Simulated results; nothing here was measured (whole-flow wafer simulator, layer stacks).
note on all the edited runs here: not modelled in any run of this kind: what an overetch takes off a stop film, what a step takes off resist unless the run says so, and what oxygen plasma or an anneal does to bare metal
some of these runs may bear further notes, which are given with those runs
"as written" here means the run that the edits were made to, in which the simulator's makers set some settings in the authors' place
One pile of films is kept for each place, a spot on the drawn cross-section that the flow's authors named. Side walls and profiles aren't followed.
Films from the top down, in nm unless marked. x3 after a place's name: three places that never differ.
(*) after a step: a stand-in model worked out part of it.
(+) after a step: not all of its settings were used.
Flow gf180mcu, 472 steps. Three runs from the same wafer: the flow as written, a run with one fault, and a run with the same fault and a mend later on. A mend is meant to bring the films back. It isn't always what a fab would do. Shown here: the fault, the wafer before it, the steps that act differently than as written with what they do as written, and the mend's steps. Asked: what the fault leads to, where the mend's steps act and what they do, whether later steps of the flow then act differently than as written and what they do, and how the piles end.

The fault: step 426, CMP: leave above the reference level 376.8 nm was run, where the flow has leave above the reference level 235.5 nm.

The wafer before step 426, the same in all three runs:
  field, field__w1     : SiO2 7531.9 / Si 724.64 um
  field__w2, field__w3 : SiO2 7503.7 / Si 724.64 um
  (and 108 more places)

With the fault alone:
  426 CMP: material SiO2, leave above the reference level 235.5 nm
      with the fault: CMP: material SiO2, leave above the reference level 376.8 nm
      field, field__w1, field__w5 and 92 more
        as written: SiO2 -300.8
        with the fault: SiO2 -159.5
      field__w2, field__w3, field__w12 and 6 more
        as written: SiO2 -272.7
        with the fault: SiO2 -131.4
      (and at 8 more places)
  Later steps of the flow that act differently than as written (1 more step differs only slightly, by at most 2% or 0.5 nm, whichever is larger, and isn't shown):
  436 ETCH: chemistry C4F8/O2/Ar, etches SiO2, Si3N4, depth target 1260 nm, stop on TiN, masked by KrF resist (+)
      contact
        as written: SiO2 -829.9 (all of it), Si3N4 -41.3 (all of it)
        with the fault: SiO2 -971.2 (all of it), Si3N4 -41.3 (all of it)
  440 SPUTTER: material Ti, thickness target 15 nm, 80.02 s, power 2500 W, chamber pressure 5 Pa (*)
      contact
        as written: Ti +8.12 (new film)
        with the fault: Ti +7.49 (new film)
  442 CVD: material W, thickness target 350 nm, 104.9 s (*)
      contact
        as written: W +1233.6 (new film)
        with the fault: W +1375.9 (new film)
  At the end the piles differ from the flow's by more than 2% or 0.5 nm, whichever is larger, at field__w4, field__w8, contact and 9 more.
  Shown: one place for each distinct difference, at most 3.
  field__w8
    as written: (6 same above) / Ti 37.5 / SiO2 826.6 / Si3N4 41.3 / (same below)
    with the fault: (6 same above) / Ti 37.5 / SiO2 967.9 / Si3N4 41.3 / (same below)
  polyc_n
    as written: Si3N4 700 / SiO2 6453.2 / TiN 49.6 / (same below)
    with the fault: Si3N4 700 / SiO2 6594.5 / TiN 49.6 / (same below)
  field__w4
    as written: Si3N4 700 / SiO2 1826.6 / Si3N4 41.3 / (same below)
    with the fault: Si3N4 700 / SiO2 1967.9 / Si3N4 41.3 / (same below)

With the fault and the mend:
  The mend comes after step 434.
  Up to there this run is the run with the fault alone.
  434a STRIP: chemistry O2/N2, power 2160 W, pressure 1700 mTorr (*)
      field, field__w1, field__w2 and 108 more
        KrF resist -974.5 (all of it), anti-reflective coat -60 (all of it)
      contact
        anti-reflective coat -60 (all of it)
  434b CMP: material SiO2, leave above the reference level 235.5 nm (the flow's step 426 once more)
      field, field__w1, field__w2 and 109 more
        SiO2 -141.3
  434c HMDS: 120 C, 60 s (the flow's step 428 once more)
      changes no film at any place that is followed
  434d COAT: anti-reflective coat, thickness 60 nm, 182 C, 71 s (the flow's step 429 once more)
      field, field__w1, field__w2 and 109 more
        anti-reflective coat +60 (new film)
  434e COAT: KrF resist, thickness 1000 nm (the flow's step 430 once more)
      field, field__w1, field__w2 and 109 more
        KrF resist +1000 (new film)
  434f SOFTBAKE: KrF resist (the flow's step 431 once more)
      changes no film at any place that is followed
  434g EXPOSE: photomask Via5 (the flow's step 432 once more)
      changes no film at any place that is followed
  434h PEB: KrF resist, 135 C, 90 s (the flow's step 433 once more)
      field, field__w1, field__w2 and 109 more
        KrF resist -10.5
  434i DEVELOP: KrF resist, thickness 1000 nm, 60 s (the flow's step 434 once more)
      field, field__w1, field__w2 and 108 more
        KrF resist -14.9
      contact
        KrF resist -989.5 (all of it)
  No later step of the flow acts differently than as written at any place that is followed.
  At the end the piles are the same as the flow's at every place that both follow.
